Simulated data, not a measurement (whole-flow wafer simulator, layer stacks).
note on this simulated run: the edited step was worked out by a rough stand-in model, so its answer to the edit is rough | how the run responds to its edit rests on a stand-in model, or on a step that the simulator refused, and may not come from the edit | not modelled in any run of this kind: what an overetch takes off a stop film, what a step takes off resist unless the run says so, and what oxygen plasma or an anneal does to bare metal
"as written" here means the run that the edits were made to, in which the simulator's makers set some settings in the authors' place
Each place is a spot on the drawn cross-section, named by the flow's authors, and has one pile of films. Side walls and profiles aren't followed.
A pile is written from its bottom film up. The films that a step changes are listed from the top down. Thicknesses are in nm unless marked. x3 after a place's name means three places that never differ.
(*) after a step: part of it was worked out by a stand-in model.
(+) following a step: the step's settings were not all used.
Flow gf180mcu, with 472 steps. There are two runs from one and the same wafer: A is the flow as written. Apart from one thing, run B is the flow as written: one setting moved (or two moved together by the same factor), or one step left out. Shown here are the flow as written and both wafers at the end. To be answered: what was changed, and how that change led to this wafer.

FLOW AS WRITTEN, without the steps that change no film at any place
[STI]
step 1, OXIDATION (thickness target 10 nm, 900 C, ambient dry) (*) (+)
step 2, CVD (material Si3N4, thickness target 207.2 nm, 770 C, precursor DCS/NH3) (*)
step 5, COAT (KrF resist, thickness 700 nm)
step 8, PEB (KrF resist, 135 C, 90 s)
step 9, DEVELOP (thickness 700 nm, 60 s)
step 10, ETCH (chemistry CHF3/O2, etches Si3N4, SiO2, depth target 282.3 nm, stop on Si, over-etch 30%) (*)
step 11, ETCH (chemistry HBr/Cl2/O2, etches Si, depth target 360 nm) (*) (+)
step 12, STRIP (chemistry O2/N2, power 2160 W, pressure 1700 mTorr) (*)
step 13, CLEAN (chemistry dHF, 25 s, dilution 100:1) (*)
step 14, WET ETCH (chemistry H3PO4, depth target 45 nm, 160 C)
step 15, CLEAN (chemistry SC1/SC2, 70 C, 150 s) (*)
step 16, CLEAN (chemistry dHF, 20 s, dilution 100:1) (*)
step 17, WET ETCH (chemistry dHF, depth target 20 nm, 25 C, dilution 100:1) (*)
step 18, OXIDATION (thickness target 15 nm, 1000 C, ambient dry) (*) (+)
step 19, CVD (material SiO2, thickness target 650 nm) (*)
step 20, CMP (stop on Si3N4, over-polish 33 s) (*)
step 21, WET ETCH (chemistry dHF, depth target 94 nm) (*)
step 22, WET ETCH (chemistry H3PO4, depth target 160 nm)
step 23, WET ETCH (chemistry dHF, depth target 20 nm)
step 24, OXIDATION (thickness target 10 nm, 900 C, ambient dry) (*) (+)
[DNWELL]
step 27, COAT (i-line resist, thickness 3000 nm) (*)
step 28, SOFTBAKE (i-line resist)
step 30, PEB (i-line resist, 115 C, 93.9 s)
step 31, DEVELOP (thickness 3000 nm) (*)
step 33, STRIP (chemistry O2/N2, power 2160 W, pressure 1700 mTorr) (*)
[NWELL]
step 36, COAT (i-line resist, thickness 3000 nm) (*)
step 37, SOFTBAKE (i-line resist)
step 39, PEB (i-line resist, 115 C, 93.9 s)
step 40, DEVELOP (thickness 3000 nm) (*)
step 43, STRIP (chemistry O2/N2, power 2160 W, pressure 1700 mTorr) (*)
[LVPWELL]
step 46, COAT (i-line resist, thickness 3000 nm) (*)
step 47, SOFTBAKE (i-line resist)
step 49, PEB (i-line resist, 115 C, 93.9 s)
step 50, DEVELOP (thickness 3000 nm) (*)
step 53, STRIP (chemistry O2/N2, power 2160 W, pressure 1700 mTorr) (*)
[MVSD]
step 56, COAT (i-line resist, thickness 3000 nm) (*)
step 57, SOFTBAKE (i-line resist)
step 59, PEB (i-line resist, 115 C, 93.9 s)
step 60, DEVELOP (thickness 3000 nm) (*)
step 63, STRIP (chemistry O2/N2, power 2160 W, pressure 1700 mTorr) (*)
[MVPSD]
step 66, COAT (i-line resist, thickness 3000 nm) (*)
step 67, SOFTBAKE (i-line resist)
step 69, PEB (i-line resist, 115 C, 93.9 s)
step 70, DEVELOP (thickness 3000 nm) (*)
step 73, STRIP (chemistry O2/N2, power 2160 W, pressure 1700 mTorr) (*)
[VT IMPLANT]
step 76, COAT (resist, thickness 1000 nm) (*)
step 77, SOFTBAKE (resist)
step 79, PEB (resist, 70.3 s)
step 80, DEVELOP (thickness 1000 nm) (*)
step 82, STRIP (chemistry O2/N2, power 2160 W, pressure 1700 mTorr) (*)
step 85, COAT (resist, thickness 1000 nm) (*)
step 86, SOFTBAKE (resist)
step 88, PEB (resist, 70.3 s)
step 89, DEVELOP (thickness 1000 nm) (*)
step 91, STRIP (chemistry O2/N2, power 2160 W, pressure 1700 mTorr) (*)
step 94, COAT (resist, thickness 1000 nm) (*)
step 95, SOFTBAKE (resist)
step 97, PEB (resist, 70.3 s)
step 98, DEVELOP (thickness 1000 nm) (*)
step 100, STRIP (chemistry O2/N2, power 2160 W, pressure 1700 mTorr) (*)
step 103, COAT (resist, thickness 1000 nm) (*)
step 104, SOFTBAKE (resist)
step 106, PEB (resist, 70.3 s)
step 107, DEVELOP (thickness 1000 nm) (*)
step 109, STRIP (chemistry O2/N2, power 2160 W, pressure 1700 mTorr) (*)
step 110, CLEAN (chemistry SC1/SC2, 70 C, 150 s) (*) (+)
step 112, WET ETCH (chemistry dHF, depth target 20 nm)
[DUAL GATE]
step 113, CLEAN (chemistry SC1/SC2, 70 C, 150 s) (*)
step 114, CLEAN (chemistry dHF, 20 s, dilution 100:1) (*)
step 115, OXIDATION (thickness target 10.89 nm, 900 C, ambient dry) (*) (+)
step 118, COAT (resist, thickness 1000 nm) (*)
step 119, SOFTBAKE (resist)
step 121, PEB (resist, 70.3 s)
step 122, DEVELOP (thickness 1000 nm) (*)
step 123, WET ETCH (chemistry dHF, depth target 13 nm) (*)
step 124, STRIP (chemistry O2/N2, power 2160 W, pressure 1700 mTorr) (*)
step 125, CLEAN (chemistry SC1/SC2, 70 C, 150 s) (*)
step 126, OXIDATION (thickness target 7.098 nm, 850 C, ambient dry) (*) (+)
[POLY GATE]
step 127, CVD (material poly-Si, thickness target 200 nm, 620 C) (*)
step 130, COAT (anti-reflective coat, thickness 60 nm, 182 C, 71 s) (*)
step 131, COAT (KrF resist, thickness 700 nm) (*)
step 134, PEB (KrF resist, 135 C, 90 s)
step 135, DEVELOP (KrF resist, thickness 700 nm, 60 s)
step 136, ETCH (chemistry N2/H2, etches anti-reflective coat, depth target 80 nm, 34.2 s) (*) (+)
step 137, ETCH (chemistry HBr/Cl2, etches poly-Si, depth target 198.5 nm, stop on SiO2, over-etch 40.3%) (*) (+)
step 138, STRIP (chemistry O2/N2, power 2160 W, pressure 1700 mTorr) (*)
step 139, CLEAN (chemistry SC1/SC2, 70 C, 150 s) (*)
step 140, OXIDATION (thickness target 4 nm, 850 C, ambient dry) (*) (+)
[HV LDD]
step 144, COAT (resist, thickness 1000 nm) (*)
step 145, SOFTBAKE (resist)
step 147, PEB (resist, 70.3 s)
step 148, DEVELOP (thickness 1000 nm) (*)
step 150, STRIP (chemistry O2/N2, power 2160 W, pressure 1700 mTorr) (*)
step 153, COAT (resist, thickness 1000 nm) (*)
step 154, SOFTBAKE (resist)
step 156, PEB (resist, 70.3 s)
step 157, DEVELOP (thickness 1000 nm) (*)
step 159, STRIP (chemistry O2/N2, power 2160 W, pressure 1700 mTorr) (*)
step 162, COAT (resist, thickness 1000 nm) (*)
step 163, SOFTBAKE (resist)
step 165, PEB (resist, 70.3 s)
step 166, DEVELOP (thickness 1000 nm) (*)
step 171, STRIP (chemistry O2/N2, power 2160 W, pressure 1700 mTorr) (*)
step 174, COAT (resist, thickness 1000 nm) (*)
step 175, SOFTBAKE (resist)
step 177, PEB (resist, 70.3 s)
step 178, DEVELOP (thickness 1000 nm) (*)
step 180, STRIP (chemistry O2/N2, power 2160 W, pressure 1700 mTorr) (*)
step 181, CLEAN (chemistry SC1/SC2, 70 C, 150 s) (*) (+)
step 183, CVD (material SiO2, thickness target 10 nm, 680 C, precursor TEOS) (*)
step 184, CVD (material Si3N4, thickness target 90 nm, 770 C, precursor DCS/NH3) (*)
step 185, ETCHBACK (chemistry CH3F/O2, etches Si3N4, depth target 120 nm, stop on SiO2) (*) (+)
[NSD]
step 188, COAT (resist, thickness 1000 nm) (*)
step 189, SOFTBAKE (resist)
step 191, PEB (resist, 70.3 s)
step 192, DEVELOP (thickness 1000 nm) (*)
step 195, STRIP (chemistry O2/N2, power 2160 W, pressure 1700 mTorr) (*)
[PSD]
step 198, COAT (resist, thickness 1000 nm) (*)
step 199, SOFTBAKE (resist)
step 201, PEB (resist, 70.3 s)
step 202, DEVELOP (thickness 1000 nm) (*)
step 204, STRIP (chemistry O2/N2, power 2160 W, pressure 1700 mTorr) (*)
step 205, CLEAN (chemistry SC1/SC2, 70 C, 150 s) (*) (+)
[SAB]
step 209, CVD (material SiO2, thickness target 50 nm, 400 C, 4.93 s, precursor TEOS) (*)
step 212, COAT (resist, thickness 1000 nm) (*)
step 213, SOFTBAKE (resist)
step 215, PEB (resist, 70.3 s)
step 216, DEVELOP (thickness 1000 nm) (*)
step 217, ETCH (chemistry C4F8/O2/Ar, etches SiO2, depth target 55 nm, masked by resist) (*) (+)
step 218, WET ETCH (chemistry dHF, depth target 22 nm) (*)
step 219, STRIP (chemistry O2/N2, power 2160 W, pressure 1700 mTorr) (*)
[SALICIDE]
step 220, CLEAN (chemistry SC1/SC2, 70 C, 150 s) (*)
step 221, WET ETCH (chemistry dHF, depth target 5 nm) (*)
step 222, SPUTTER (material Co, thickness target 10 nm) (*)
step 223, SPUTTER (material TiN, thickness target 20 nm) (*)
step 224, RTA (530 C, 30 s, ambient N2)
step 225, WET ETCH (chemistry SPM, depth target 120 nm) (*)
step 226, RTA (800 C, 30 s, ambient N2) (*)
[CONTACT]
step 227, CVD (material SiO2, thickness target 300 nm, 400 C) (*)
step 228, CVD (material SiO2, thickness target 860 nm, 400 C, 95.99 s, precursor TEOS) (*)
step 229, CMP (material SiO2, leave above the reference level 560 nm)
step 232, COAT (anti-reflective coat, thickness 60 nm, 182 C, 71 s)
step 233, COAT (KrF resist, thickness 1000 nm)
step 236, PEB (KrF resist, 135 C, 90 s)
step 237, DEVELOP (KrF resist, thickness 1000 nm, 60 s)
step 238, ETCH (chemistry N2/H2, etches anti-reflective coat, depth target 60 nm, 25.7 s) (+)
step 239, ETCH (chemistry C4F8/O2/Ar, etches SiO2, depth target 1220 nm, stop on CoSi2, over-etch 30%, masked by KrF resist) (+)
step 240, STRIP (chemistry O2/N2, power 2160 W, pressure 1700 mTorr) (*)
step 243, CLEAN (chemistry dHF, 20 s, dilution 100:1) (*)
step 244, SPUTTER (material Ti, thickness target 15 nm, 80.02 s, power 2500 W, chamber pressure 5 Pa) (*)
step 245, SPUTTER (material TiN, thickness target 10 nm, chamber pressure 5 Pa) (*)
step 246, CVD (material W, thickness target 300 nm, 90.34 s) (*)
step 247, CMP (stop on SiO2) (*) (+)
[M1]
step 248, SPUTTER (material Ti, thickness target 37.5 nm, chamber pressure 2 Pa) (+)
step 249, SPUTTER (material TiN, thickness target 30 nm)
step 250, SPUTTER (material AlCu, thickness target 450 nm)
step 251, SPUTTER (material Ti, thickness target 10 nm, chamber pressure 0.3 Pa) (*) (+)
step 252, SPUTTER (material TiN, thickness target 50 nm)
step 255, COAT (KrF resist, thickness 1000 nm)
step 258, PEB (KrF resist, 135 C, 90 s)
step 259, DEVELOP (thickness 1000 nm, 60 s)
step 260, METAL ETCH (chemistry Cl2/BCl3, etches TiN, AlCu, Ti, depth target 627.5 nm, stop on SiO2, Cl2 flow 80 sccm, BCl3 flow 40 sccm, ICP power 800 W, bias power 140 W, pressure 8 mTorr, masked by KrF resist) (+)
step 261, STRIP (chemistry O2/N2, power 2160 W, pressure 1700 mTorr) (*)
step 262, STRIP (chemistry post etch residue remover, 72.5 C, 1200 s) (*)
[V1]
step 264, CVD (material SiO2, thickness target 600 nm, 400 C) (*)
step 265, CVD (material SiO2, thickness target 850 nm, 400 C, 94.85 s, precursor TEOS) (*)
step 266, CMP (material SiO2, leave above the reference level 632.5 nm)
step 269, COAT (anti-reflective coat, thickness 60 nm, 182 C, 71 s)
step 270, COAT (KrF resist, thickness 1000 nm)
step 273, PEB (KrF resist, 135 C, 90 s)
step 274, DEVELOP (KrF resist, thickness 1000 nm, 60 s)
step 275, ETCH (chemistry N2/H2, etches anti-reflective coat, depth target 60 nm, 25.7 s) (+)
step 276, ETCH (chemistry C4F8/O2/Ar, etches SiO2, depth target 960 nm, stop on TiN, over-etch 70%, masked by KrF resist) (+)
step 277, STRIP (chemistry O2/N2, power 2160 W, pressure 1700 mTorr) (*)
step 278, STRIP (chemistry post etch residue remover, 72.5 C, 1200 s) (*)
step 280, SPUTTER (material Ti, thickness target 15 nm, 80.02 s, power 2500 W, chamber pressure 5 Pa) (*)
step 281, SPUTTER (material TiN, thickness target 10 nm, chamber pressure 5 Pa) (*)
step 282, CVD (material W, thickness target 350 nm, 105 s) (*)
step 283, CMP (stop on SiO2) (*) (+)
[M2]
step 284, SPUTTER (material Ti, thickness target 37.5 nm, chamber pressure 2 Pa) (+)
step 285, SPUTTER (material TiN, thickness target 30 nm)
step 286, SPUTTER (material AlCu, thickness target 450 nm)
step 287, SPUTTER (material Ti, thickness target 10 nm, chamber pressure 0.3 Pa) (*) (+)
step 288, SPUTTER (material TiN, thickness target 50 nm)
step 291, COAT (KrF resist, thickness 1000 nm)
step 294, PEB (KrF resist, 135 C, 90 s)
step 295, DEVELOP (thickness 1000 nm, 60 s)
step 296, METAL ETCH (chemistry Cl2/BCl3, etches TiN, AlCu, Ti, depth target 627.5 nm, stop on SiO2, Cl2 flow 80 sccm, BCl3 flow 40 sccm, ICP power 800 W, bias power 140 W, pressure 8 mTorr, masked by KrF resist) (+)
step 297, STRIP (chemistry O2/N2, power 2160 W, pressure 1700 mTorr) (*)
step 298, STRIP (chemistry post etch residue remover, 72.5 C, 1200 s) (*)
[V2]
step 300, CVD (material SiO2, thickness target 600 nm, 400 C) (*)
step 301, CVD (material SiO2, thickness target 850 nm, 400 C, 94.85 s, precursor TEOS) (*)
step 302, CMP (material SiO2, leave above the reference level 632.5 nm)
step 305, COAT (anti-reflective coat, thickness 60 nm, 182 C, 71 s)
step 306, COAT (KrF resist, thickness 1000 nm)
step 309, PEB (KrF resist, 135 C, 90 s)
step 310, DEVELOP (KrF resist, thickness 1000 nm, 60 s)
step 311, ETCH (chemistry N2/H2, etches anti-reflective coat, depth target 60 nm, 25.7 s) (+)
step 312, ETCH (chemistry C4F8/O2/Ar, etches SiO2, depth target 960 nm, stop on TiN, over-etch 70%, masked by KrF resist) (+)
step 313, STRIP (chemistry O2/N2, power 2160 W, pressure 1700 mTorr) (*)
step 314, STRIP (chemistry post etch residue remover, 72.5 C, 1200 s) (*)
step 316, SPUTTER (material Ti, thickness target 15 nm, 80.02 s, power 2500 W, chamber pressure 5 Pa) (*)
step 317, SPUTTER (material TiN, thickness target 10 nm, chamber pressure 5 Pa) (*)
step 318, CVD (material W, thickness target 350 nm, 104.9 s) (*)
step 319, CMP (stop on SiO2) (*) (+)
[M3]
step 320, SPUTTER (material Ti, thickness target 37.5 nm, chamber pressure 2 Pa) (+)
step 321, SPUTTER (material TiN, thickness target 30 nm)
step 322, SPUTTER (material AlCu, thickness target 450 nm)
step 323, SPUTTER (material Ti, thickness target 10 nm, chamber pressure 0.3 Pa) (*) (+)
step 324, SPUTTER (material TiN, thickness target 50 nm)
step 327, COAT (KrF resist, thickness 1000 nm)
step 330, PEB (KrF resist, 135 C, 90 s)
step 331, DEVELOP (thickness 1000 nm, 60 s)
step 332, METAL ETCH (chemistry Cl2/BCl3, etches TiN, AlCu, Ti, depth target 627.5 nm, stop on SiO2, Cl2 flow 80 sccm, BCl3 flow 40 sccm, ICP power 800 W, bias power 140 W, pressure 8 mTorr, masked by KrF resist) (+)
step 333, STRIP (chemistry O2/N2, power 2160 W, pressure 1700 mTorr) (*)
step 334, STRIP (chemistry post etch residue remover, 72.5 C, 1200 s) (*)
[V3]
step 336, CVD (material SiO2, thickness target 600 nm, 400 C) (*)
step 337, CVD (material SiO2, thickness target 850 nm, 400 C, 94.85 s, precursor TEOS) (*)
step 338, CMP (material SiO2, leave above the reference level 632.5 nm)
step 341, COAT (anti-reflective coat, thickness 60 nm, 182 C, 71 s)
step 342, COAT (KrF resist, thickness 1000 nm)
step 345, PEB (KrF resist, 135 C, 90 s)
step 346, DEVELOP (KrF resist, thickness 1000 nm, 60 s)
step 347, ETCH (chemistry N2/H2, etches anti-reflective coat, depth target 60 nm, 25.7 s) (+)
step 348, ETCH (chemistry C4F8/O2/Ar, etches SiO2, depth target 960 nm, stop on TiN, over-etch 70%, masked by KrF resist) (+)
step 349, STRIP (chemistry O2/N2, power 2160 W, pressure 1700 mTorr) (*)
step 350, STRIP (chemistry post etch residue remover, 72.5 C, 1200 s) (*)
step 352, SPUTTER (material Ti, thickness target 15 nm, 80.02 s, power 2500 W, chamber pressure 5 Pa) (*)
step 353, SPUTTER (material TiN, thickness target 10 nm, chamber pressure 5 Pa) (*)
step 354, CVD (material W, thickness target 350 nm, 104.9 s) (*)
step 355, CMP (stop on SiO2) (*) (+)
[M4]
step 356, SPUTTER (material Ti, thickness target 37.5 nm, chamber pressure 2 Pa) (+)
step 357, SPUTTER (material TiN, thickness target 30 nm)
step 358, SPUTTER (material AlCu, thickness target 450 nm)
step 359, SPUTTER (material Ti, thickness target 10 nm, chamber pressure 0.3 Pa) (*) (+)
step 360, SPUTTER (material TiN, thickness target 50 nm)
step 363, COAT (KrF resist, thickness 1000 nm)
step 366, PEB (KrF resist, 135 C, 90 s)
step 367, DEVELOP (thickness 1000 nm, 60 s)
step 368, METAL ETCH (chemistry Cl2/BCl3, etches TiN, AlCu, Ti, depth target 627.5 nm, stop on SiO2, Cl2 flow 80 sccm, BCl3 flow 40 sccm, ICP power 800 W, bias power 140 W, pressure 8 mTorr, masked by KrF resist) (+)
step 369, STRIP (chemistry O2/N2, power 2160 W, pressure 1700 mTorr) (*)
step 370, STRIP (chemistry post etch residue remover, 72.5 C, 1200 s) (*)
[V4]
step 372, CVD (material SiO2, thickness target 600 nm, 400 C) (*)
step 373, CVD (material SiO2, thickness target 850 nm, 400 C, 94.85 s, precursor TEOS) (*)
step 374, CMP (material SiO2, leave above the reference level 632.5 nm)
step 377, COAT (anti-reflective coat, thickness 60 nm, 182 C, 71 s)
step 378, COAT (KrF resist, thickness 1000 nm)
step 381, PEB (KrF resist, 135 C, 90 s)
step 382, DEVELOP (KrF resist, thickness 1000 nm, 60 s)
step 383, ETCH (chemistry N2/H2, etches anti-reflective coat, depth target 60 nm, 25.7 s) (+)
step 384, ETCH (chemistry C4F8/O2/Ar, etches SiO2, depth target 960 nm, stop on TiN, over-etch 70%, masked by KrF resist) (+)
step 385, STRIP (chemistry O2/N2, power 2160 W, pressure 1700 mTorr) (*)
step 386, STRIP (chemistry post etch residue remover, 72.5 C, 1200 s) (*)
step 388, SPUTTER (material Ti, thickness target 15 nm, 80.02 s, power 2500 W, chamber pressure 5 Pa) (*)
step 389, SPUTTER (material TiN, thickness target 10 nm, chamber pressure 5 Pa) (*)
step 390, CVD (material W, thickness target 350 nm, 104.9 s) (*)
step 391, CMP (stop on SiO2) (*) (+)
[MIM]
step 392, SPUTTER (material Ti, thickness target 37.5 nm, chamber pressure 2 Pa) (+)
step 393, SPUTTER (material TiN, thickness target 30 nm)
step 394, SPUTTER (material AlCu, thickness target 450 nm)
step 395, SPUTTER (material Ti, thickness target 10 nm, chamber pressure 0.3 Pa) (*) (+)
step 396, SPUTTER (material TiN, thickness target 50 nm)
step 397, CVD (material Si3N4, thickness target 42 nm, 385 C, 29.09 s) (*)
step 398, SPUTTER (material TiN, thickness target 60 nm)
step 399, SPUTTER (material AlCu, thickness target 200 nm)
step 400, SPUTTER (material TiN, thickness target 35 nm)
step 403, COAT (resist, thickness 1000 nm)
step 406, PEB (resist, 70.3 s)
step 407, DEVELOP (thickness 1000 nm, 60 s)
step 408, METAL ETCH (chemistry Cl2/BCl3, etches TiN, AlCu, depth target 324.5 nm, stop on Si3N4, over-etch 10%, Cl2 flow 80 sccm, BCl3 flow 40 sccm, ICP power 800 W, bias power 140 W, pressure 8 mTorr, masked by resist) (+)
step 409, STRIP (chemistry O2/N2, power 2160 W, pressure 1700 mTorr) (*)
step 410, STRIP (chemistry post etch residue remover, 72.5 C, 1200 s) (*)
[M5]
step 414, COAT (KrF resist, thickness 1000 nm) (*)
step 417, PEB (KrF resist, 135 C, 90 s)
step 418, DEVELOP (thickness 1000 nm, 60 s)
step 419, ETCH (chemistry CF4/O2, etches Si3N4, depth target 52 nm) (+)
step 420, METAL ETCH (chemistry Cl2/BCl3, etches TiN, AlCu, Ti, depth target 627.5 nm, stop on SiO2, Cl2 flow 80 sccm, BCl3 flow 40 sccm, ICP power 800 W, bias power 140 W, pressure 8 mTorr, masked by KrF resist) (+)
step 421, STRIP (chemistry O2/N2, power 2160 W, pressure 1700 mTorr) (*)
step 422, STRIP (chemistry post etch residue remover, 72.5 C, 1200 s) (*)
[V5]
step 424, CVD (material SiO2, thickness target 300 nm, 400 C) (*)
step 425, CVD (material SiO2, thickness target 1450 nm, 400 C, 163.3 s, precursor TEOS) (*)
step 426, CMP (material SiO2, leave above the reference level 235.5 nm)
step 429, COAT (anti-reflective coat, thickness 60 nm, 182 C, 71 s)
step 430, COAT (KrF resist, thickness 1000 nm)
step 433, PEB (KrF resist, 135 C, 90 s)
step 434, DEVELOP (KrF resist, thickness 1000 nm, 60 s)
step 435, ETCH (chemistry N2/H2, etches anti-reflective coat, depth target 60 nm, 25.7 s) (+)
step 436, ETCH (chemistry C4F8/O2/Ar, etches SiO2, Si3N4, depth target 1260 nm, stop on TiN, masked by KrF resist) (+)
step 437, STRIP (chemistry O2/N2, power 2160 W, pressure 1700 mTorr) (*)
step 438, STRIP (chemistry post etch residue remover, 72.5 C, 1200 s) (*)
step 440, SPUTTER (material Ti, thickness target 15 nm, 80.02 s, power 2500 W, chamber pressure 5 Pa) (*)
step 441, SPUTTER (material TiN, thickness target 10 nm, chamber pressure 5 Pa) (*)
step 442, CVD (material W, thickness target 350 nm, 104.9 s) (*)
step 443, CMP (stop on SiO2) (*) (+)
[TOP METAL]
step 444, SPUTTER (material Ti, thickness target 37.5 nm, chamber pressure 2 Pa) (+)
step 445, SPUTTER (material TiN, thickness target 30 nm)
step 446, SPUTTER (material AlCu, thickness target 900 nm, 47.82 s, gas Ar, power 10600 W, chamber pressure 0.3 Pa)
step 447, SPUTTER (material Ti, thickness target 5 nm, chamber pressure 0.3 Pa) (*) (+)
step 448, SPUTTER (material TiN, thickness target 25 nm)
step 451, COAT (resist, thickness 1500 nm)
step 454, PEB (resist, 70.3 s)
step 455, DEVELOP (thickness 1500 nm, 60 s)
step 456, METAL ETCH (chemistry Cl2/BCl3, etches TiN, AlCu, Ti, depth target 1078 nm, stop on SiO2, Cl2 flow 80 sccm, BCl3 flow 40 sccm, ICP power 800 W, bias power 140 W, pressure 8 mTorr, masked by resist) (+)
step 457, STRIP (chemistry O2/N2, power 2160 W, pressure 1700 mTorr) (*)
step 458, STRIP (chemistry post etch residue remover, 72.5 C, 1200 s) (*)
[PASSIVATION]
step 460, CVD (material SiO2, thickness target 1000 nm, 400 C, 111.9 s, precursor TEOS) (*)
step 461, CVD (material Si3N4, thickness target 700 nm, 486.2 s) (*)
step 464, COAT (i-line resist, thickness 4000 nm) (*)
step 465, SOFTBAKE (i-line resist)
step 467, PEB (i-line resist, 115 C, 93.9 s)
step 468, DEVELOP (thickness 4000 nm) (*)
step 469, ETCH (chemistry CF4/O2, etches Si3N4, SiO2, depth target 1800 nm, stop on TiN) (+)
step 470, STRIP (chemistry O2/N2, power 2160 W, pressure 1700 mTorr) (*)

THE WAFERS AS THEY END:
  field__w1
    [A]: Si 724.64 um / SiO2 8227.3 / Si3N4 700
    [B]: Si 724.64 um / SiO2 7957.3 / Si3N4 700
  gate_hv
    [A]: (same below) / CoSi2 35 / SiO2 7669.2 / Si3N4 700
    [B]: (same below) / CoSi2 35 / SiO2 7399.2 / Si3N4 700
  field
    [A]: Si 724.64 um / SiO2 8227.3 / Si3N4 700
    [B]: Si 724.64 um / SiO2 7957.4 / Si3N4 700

The reason: step 460, CVD: thickness target 725 nm was run, while the flow as written has thickness target 1000 nm; step 460, CVD: 81.16 s was run, where the flow has 111.9 s.

How this came from the change, step by step:
  step 460, CVD (material SiO2, thickness target 1000 nm, 400 C, 111.9 s, precursor TEOS) (*)
      field, field__w1, field__w2 and 103 more: A +1000 SiO2 | B +730.1 SiO2
      field__w8, contact, m1, m1__w1, pad, m1_nw: A +1000 SiO2 (new film) | B +730.1 SiO2 (new film)
  step 465, SOFTBAKE (i-line resist)
      gate: A +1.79 i-line resist | B -0.33 i-line resist
      ld_acc_p, ld_fp_p, ld_drift_p: A +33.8 i-line resist | B +27 i-line resist
      (and at 57 other places as well)
  step 469, ETCH (chemistry CF4/O2, etches Si3N4, SiO2, depth target 1800 nm, stop on TiN) (+)
      pad: A -700 Si3N4 (all of it), -1000 SiO2 (all of it) | B -700 Si3N4 (all of it), -730.1 SiO2 (all of it)
